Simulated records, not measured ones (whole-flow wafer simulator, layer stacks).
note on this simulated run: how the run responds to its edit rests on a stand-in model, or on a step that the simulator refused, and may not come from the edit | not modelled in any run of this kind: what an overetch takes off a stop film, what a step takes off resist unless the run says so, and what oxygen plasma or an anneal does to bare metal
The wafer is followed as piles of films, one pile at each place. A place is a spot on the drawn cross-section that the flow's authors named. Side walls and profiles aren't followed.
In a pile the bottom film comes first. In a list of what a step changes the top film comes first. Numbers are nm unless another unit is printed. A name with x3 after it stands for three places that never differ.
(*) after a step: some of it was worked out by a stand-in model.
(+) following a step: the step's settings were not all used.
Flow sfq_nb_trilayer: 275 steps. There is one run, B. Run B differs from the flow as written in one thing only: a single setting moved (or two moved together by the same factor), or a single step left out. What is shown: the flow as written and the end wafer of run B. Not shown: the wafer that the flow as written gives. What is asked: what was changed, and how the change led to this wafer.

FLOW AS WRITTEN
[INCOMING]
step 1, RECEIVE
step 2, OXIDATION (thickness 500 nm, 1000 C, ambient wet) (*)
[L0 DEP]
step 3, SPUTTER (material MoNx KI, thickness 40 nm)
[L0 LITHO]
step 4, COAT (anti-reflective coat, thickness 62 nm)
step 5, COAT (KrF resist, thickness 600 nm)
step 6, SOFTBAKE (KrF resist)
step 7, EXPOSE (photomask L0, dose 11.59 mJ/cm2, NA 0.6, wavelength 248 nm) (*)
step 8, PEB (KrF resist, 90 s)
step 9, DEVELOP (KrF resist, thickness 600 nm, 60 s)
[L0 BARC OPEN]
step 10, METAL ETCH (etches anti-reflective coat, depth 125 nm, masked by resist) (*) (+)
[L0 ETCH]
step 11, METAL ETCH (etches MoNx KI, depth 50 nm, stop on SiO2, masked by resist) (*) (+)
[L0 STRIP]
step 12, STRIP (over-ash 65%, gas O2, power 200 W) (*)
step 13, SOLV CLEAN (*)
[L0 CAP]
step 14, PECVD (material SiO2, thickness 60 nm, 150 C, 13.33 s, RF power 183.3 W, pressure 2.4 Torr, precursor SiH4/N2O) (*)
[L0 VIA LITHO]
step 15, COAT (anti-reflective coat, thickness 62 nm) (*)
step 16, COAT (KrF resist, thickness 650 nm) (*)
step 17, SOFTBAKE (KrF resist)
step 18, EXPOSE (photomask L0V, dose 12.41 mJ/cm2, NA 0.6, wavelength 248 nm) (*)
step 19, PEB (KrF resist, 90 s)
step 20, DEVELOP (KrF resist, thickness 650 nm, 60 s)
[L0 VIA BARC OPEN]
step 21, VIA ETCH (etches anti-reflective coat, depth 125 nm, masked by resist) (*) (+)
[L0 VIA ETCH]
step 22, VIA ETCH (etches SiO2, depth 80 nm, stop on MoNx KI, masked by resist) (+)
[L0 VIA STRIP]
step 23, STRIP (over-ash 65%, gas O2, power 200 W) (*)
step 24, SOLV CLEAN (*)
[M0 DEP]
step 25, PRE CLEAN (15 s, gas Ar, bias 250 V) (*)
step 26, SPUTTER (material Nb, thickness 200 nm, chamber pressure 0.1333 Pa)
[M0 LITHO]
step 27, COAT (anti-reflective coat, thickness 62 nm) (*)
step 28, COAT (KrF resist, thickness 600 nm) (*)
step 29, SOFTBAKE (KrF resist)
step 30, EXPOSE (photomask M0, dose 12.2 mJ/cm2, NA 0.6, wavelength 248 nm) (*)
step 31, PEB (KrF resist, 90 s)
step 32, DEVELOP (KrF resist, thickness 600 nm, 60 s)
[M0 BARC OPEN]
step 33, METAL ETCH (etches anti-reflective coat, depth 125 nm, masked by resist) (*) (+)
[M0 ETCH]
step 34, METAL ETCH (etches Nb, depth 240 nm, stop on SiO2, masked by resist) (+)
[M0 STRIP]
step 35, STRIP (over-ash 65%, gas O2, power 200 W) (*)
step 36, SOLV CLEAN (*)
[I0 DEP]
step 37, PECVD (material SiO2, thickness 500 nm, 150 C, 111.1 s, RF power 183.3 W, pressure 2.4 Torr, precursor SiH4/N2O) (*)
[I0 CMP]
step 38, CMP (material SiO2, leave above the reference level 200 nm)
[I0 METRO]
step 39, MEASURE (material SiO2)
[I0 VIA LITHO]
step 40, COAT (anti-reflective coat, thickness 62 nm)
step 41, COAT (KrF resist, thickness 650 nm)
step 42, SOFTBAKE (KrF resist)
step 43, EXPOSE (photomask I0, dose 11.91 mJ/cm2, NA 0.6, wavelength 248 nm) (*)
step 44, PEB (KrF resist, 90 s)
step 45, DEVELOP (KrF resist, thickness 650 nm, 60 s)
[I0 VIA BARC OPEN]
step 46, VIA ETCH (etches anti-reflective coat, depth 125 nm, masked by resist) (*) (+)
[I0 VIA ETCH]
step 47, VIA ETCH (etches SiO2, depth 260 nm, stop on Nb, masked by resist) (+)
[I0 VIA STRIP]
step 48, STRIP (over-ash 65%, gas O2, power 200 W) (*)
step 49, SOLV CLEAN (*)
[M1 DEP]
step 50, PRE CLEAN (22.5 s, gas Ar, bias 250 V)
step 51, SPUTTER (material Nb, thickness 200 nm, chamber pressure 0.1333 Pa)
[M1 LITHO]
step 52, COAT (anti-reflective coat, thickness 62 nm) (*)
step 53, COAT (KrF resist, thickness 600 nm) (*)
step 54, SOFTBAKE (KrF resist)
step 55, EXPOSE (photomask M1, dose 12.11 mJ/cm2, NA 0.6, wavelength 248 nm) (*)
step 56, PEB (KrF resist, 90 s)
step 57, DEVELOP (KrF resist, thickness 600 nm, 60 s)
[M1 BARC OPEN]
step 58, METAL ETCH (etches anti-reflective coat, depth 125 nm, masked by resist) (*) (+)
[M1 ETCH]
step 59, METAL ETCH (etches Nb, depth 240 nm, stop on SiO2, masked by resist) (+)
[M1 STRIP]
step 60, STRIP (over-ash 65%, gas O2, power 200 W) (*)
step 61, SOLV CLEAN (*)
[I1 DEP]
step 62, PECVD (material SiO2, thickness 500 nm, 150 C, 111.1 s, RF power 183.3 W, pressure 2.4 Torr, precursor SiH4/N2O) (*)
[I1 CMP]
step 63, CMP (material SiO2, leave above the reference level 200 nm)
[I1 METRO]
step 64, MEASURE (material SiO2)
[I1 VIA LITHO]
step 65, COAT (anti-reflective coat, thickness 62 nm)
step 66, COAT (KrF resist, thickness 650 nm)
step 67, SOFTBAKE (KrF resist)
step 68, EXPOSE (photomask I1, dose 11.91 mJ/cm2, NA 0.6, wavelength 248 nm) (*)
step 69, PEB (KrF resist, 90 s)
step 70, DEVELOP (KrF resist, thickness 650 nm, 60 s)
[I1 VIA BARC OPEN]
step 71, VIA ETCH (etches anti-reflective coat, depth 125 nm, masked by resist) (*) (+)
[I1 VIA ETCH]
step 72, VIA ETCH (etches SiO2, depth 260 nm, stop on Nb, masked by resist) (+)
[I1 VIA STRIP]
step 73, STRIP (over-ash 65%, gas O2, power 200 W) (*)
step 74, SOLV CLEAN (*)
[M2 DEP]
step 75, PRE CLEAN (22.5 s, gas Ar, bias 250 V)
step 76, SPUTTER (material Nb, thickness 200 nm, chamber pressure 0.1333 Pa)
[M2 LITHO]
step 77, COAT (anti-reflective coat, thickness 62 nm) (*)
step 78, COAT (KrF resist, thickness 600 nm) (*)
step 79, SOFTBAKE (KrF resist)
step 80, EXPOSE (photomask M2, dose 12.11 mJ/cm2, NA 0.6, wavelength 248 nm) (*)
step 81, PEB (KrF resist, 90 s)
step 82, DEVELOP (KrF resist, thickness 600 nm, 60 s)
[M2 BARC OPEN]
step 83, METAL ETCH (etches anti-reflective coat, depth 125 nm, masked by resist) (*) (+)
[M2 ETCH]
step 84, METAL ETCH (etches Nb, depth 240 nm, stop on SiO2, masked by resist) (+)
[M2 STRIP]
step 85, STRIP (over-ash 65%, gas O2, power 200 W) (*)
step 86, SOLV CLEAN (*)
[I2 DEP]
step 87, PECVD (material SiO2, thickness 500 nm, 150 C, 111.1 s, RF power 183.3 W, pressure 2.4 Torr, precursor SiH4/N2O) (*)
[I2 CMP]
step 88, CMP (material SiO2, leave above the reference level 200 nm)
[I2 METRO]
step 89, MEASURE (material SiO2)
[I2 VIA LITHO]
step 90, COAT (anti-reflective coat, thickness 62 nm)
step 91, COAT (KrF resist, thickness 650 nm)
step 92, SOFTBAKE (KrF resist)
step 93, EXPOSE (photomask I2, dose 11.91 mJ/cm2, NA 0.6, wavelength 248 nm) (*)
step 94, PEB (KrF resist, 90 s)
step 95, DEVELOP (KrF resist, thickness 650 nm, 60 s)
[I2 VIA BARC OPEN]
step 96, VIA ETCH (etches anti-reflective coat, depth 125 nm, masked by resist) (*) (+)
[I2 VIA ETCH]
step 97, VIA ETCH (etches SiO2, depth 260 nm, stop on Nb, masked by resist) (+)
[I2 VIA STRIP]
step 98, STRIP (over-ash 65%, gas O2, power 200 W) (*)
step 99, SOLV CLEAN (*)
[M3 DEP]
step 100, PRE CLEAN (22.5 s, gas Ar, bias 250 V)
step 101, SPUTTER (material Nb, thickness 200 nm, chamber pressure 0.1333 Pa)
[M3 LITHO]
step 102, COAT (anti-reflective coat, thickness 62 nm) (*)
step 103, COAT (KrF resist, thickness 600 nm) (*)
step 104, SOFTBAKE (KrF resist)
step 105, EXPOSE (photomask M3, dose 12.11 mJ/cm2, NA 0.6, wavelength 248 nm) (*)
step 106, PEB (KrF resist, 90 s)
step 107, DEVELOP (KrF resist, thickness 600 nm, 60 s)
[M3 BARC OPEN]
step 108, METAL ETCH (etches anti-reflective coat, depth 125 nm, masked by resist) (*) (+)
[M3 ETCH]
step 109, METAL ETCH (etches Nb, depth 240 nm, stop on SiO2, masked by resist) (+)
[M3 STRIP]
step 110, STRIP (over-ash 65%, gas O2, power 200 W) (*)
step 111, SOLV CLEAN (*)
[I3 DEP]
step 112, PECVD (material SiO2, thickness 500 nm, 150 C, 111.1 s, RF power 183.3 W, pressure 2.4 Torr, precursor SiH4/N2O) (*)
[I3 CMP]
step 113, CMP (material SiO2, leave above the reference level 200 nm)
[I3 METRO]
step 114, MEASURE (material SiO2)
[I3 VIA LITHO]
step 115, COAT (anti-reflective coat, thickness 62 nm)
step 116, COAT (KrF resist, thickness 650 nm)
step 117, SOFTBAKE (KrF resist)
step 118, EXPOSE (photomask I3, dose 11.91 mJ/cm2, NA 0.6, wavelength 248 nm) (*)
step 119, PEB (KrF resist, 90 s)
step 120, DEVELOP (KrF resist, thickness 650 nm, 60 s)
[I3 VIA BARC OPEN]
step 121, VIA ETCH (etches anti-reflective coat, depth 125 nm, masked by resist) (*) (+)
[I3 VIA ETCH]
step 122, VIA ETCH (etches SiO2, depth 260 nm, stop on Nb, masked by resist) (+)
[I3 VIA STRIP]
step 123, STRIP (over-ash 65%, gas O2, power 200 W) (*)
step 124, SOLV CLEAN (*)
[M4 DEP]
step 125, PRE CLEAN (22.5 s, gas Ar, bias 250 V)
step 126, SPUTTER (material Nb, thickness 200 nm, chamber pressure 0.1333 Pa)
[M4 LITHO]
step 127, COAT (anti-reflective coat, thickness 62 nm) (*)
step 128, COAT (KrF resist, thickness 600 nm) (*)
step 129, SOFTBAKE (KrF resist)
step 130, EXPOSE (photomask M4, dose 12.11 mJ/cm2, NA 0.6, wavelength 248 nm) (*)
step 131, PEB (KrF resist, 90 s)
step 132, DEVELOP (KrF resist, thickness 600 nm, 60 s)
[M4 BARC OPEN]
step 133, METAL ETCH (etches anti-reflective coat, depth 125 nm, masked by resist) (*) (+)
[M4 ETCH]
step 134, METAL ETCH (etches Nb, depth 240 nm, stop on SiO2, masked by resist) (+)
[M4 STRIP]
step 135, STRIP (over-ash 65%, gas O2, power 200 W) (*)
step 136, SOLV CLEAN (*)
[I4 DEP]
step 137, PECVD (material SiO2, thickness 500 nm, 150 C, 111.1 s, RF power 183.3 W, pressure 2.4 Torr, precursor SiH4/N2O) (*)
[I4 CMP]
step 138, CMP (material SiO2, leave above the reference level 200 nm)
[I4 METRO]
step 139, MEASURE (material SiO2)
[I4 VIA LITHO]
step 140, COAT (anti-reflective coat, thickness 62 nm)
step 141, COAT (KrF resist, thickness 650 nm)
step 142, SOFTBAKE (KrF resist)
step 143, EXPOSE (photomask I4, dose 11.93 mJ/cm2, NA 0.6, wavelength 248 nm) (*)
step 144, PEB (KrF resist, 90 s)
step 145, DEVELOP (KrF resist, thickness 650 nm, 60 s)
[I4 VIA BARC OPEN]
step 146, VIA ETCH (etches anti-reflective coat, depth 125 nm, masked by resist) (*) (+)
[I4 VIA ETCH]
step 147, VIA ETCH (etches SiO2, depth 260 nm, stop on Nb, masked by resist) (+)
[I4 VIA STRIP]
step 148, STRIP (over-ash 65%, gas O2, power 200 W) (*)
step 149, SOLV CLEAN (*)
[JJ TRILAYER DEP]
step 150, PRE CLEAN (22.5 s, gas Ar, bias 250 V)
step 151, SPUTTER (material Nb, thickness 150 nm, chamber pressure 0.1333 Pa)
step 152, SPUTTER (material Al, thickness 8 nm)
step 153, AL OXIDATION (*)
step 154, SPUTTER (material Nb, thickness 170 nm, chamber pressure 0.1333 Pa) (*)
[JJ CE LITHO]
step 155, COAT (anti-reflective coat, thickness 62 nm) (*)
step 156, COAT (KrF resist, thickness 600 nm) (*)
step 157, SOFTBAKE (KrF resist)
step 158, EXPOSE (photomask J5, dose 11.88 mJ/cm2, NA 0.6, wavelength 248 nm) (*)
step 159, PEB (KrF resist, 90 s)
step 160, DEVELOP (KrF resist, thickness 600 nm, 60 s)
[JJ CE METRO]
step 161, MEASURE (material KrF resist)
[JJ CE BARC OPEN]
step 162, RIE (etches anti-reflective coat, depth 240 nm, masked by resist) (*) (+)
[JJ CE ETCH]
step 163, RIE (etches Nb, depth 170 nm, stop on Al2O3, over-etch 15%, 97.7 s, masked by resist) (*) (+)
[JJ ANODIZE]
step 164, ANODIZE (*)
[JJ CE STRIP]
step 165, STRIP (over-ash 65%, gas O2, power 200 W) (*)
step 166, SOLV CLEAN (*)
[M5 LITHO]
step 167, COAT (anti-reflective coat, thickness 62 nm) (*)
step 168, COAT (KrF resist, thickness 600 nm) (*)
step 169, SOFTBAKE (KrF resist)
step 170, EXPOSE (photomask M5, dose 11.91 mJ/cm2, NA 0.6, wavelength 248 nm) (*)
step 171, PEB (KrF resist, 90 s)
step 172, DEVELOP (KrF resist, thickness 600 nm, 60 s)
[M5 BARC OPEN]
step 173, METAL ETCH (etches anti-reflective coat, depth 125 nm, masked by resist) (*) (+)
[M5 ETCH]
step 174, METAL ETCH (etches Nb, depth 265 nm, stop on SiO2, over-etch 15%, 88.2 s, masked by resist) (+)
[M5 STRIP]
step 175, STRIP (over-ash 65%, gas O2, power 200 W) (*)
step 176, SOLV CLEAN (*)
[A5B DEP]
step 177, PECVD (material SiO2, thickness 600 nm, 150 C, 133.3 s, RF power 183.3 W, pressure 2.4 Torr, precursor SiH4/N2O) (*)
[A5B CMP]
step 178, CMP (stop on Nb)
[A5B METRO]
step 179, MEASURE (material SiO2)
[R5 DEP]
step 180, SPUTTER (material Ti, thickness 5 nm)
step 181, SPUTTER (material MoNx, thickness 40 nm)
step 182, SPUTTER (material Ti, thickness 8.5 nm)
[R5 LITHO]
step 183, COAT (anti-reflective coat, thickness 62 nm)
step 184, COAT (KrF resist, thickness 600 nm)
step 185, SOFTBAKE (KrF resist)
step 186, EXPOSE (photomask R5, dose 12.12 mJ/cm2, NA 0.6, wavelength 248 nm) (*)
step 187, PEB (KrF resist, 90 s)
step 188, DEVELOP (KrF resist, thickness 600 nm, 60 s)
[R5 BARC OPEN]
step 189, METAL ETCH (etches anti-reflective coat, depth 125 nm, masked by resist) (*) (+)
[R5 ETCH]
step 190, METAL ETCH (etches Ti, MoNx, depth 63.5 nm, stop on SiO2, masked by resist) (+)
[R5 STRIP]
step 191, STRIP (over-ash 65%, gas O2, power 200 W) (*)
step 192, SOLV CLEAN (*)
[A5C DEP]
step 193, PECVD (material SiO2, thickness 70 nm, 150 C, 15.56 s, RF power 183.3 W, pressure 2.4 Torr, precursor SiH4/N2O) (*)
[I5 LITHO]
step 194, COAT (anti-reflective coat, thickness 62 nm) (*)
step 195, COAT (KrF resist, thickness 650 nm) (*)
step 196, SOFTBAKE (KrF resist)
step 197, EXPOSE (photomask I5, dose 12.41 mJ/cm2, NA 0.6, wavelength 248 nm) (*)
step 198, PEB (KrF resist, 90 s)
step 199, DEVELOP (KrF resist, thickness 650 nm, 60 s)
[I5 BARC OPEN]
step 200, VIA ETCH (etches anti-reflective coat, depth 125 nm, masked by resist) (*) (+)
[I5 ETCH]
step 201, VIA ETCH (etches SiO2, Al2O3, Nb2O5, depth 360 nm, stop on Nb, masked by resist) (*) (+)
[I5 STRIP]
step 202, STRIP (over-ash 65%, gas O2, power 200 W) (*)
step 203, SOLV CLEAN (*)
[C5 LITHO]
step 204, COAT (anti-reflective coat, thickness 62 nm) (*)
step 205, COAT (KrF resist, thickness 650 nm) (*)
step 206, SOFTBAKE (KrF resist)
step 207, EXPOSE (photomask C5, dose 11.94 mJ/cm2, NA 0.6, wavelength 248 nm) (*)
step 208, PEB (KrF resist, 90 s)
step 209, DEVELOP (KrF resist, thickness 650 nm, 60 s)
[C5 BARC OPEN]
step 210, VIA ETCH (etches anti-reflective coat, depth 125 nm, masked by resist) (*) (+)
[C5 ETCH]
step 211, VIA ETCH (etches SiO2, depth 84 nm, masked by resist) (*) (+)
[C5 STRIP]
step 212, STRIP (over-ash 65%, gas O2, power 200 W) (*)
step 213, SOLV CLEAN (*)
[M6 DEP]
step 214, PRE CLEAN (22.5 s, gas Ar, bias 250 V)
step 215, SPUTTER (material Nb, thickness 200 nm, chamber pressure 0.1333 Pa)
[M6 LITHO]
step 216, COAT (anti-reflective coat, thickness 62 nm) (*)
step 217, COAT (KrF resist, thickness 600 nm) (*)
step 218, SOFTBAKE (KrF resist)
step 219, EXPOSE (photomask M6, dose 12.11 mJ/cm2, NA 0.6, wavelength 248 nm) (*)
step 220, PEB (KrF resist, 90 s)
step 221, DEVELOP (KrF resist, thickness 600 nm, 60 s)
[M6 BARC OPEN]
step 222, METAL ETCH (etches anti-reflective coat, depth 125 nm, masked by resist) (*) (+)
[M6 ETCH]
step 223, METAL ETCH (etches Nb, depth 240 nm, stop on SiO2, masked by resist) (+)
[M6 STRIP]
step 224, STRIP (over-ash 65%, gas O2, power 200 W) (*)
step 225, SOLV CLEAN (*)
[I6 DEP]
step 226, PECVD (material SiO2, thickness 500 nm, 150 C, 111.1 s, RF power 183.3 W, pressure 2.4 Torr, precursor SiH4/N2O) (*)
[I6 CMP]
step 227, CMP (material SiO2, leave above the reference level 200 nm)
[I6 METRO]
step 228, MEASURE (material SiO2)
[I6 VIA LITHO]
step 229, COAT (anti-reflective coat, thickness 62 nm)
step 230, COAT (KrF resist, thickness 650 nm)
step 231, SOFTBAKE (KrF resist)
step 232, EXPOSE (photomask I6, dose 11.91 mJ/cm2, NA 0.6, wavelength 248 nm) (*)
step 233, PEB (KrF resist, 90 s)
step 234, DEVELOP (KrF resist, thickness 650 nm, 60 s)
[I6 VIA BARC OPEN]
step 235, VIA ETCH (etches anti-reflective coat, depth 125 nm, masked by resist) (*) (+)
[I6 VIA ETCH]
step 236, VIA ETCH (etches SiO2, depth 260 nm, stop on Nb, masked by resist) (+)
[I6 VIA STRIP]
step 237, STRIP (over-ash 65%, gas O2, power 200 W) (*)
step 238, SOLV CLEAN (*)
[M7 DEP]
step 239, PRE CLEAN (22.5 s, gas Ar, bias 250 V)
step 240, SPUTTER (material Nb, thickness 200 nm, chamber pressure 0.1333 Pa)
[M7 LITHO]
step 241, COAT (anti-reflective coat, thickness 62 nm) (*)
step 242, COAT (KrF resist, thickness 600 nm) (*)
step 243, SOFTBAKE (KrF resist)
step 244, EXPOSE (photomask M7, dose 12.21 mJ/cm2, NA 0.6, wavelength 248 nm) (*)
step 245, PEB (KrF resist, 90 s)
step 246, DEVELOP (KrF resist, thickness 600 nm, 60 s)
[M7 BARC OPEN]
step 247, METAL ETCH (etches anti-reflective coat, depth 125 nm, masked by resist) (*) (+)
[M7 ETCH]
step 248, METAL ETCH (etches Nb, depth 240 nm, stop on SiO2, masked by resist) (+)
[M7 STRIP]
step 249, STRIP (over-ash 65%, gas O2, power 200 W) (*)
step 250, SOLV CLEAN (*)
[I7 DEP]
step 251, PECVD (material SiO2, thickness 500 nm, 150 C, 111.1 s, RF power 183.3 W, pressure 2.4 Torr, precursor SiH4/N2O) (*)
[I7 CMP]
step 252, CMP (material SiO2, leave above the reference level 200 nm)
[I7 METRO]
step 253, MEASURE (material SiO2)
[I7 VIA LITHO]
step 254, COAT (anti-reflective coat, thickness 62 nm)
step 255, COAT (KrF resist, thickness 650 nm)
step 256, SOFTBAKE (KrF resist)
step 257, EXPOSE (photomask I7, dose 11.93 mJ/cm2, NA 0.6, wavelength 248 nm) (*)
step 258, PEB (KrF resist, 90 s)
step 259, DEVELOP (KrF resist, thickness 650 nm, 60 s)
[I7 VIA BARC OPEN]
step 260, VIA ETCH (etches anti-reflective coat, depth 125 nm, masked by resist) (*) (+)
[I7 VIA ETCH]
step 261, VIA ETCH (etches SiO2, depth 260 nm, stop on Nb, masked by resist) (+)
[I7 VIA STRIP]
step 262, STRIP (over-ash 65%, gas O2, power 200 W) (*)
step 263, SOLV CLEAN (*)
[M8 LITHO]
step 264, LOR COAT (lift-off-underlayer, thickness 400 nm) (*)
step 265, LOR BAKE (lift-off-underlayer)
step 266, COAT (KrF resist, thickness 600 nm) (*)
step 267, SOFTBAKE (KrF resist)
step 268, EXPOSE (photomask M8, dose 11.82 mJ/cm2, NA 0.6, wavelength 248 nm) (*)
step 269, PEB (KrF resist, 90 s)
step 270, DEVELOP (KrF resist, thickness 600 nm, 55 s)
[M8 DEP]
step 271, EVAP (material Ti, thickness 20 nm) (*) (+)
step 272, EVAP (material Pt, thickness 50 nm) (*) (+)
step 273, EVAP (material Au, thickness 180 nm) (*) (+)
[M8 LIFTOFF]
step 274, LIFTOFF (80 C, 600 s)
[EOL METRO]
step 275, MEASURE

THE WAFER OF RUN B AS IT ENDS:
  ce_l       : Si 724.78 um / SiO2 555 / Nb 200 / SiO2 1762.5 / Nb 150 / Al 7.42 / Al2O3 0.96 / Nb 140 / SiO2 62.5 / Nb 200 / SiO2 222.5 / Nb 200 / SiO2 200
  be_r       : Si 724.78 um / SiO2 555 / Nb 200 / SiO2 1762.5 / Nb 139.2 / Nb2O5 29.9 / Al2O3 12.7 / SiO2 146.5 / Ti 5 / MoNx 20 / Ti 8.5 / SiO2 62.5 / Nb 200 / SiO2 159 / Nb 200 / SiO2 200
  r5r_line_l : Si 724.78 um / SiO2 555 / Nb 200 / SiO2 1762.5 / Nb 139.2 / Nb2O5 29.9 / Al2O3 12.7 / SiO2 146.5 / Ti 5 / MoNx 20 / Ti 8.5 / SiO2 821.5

What caused this: step 181, SPUTTER: thickness 20 nm was run, though the flow has thickness 40 nm.
The wafer lets one read it off: be_r has MoNx 20, and step 181 as written asks for 40 nm.

How this came from the change, step by step:
  step 181, SPUTTER (material MoNx, thickness 40 nm)
      field_l, v_sur, via_wl and 103 more: +20 MoNx (new film) (in the flow as written it would be: +40 MoNx (new film))
  step 190, METAL ETCH (etches Ti, MoNx, depth 63.5 nm, stop on SiO2, masked by resist) (+)
      field_l, v_sur, via_wl and 92 more: -8.5 Ti (all of it), -20 MoNx (all of it), -5 Ti (all of it) (in the flow as written it would be: -8.5 Ti (all of it), -40 MoNx (all of it), -5 Ti (all of it))
      ce_l, c5j, ce_r, wl_jj: -8.5 Ti (all of it), -20 MoNx (all of it), -5 Ti (all of it), -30 Nb (in the flow as written it would be: -8.5 Ti (all of it), -40 MoNx (all of it), -5 Ti (all of it), -10 Nb)
  step 194, COAT (anti-reflective coat, thickness 62 nm) (*)
      wl_j_sl, wl_j_sr: +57 anti-reflective coat (new film) (in the flow as written it would be: +60.2 anti-reflective coat (new film))
      r5r_spacepad_l, r5r_spacepad_r: +75.8 anti-reflective coat (new film) (in the flow as written it would be: +84.4 anti-reflective coat (new film))
      (and at 15 other places as well)
  step 202, STRIP (over-ash 65%, gas O2, power 200 W) (*)
      wl_j_sl, wl_j_sr: -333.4 KrF resist (all of it), -57 anti-reflective coat (all of it) (in the flow as written it would be: -333.3 KrF resist (all of it), -60.2 anti-reflective coat (all of it))
      r5r_spacepad_l, r5r_spacepad_r: -334.9 KrF resist (all of it), -75.8 anti-reflective coat (all of it) (in the flow as written it would be: -335.6 KrF resist (all of it), -84.4 anti-reflective coat (all of it))
      (and at 15 other places as well)
  step 204, COAT (anti-reflective coat, thickness 62 nm) (*)
      wl_j_sl, wl_j_sr: +57 anti-reflective coat (new film) (in the flow as written it would be: +60.2 anti-reflective coat (new film))
      r5r_spacepad_l, r5r_spacepad_r: +75.8 anti-reflective coat (new film) (in the flow as written it would be: +84.4 anti-reflective coat (new film))
      (and at 15 other places as well)
  step 210, VIA ETCH (etches anti-reflective coat, depth 125 nm, masked by resist) (*) (+)
      field_l, v_sur, via_wl and 101 more: -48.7 KrF resist (in the flow as written it would be: -47.4 KrF resist)
      c5j: -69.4 anti-reflective coat (all of it), -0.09 SiO2 (in the flow as written it would be: -63.9 anti-reflective coat (all of it), -0.11 SiO2)
      (and at 1 other place as well)
  step 212, STRIP (over-ash 65%, gas O2, power 200 W) (*)
      wl_j_sl, wl_j_sr: -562 KrF resist (all of it), -57 anti-reflective coat (all of it) (in the flow as written it would be: -563.4 KrF resist (all of it), -60.2 anti-reflective coat (all of it))
      r5r_spacepad_l, r5r_spacepad_r: -563.4 KrF resist (all of it), -75.8 anti-reflective coat (all of it) (in the flow as written it would be: -565.8 KrF resist (all of it), -84.4 anti-reflective coat (all of it))
      (and at 13 other places as well)
  step 216, COAT (anti-reflective coat, thickness 62 nm) (*)
      r5r_line_l, r5r_line_c, r5r_line_r: +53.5 anti-reflective coat (new film) (in the flow as written it would be: +50 anti-reflective coat (new film))
      wl_j_sl, wl_j_sr: +57.1 anti-reflective coat (new film) (in the flow as written it would be: +60.2 anti-reflective coat (new film))
      (and at 14 other places as well)
  step 222, METAL ETCH (etches anti-reflective coat, depth 125 nm, masked by resist) (*) (+)
      r5r_line_l, r5r_line_c, r5r_line_r: -53.5 anti-reflective coat (all of it) (in the flow as written it would be: -50 anti-reflective coat (all of it))
      r5r_spacepad_l, r5r_spacepad_r: -76.2 anti-reflective coat (all of it) (in the flow as written it would be: -85.7 anti-reflective coat (all of it))
      (and at 2 other places as well)
  step 224, STRIP (over-ash 65%, gas O2, power 200 W) (*)
      wl_j_sl, wl_j_sr: -382.4 KrF resist (all of it), -57.1 anti-reflective coat (all of it) (in the flow as written it would be: -382.5 KrF resist (all of it), -60.2 anti-reflective coat (all of it))
      jj_sur: -377.2 KrF resist (all of it), -52.6 anti-reflective coat (all of it) (in the flow as written it would be: -378.5 KrF resist (all of it), -56.1 anti-reflective coat (all of it))
      (and at 9 other places as well)
  step 226, PECVD (material SiO2, thickness 500 nm, 150 C, 111.1 s, RF power 183.3 W, pressure 2.4 Torr, precursor SiH4/N2O) (*)
      r5r_spacepad_l, r5r_spacepad_r: +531 SiO2 (in the flow as written it would be: +553.5 SiO2)
  step 227, CMP (material SiO2, leave above the reference level 200 nm)
      ce_l, ce_r, wl_jj: -270 SiO2 (in the flow as written it would be: -290 SiO2)
      be_r, r_sur, r_end: -333.5 SiO2 (in the flow as written it would be: -353.5 SiO2)
      (and at 7 other places as well)
